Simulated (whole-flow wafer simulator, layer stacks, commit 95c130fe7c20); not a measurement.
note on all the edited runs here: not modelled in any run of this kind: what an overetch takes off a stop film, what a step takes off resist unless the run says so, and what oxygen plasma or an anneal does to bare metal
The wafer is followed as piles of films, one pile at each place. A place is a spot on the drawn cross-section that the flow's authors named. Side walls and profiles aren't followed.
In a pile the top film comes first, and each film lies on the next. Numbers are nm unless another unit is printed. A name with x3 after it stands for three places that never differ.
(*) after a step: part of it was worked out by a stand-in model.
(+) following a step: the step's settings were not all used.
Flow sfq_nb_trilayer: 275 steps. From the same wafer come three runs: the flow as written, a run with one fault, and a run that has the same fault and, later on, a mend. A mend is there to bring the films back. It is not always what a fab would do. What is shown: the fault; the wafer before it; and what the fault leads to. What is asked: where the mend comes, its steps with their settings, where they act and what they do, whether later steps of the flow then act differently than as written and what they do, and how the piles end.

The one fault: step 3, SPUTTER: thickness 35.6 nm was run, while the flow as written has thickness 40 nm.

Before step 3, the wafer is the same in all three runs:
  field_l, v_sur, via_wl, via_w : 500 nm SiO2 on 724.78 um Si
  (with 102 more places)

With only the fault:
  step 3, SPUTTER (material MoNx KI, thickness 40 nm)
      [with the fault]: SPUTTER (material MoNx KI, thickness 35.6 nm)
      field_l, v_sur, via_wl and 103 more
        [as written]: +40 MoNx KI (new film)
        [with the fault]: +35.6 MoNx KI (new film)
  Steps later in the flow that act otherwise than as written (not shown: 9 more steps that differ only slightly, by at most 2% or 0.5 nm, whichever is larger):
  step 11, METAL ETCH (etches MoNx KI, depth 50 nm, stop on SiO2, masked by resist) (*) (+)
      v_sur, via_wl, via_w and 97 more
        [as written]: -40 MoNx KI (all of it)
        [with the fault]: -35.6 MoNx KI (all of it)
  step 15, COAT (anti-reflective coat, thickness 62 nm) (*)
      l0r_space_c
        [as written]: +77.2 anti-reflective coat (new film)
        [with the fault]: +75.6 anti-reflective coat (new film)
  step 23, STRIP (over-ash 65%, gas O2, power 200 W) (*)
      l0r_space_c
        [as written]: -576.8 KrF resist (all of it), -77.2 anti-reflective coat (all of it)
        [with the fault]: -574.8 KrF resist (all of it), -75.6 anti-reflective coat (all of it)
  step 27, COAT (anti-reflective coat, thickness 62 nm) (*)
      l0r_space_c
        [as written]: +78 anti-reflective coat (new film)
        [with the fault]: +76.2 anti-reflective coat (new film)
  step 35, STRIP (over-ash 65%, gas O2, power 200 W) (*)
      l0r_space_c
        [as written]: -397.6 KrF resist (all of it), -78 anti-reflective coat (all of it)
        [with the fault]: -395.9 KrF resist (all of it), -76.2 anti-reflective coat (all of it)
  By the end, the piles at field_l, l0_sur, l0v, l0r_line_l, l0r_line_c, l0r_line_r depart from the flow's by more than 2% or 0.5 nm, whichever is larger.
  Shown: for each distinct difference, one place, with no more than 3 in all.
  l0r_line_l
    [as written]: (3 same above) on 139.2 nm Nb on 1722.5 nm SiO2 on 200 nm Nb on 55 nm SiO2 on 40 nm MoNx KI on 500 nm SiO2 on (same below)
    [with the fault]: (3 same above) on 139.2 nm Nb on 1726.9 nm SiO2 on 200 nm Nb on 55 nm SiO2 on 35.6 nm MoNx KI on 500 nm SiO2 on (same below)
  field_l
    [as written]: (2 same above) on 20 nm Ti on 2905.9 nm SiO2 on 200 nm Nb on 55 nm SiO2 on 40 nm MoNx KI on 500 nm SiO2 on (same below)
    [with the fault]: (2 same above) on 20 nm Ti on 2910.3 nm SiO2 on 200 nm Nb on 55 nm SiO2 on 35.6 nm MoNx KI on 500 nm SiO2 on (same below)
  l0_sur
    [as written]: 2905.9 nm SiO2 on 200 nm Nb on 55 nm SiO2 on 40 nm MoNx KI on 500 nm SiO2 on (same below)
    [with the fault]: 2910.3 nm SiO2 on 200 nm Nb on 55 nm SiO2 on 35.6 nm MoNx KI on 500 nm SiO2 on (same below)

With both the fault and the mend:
  The mend stands after step 3.
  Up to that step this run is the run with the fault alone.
  step 3a, SPUTTER (material MoNx KI, thickness 4.4 nm) (the flow's step 3 again, with other settings)
      field_l, v_sur, via_wl and 103 more
        +4.4 MoNx KI
  Every later step of the flow that is run acts as written at every place that is followed.
  By the end, the piles equal the flow's at every place that both follow.
